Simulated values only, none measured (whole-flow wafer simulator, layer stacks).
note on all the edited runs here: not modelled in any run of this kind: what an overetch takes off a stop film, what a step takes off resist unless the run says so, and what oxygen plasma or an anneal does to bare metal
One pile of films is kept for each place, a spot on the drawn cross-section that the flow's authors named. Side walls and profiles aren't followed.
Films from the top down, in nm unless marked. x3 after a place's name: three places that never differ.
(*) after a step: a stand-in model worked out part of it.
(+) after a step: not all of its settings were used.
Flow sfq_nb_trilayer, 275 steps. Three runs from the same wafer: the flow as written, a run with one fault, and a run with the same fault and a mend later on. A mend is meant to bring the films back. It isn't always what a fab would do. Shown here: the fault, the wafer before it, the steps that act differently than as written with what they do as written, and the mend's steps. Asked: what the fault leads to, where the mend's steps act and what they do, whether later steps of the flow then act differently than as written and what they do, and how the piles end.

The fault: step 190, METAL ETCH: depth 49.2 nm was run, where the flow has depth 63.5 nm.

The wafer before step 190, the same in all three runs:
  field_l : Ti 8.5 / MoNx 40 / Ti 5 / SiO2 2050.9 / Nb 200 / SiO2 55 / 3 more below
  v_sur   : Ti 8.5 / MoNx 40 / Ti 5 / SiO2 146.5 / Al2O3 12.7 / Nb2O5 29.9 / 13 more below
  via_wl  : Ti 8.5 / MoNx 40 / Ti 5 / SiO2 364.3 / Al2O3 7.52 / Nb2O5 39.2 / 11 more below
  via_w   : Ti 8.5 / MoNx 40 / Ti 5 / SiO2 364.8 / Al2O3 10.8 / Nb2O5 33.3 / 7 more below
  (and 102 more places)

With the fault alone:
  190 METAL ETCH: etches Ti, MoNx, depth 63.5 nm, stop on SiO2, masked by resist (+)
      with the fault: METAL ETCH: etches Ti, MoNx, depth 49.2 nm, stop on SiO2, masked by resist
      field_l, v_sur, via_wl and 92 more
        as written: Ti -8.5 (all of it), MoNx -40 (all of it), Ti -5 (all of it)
        with the fault: Ti -8.5 (all of it), MoNx -40 (all of it), Ti -0.7
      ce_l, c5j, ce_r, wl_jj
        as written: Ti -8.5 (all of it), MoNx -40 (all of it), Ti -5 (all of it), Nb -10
        with the fault: Ti -8.5 (all of it), MoNx -40 (all of it), Ti -0.7
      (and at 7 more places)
  Later steps of the flow that act differently than as written (12 more steps differ only slightly, by at most 2% or 0.5 nm, whichever is larger, and aren't shown):
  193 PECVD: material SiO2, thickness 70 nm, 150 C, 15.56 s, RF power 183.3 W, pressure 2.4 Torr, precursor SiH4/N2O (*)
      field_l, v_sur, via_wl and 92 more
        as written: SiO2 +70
        with the fault: SiO2 +70 (new film)
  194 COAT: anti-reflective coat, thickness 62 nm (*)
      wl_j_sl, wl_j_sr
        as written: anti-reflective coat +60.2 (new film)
        with the fault: anti-reflective coat +62 (new film)
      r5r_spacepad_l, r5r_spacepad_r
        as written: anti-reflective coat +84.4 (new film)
        with the fault: anti-reflective coat +82.5 (new film)
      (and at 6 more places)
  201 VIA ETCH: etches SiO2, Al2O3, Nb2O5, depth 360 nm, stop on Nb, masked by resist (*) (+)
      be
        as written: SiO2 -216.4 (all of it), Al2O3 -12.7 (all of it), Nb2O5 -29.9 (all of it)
        with the fault: SiO2 -69.8 (all of it), Ti -4.3 (all of it), SiO2 -146.5 (all of it), Al2O3 -12.7 (all of it), Nb2O5 -29.9 (all of it)
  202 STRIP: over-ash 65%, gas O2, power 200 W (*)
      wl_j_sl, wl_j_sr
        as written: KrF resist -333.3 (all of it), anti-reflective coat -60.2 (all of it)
        with the fault: KrF resist -333.1 (all of it), anti-reflective coat -62 (all of it)
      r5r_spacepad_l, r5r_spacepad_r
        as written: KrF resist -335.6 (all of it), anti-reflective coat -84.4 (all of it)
        with the fault: KrF resist -335.4 (all of it), anti-reflective coat -82.5 (all of it)
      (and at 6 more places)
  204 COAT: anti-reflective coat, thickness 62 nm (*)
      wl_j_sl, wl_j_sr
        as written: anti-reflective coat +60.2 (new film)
        with the fault: anti-reflective coat +62 (new film)
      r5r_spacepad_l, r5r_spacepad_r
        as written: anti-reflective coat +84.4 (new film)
        with the fault: anti-reflective coat +82.5 (new film)
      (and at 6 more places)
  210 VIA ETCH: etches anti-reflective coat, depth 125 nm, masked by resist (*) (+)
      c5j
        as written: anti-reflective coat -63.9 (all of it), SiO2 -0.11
        with the fault: anti-reflective coat -61.3 (all of it), SiO2 -0.12
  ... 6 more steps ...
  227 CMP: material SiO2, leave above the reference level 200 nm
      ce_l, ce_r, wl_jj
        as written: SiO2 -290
        with the fault: SiO2 -300
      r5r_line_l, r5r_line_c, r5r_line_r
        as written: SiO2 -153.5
        with the fault: SiO2 -149.2
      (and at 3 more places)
  At the end the piles differ from the flow's by more than 2% or 0.5 nm, whichever is larger, at field_l, v_sur, via_wl and 98 more.
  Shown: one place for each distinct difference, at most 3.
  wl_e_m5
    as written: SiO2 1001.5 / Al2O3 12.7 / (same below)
    with the fault: SiO2 855 / Ti 4.3 / SiO2 146.5 / Al2O3 12.7 / (same below)
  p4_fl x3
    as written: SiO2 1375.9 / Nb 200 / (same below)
    with the fault: SiO2 855 / Ti 4.3 / SiO2 520.9 / Nb 200 / (same below)
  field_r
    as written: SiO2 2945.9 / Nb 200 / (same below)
    with the fault: SiO2 855 / Ti 4.3 / SiO2 2090.9 / Nb 200 / (same below)

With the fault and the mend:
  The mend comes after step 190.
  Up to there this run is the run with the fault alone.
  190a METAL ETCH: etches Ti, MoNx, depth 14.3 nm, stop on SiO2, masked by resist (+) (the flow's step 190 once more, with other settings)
      field_l, v_sur, via_wl and 92 more
        Ti -4.3 (all of it)
      be_r, r_sur, res, r_end, r5r_line_l, r5r_line_c, r5r_line_r
        KrF resist -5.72
      ce_l, c5j, ce_r, wl_jj
        Ti -4.3 (all of it), Nb -10
  No later step of the flow acts differently than as written at any place that is followed.
  At the end the piles are the same as the flow's at every place that both follow.
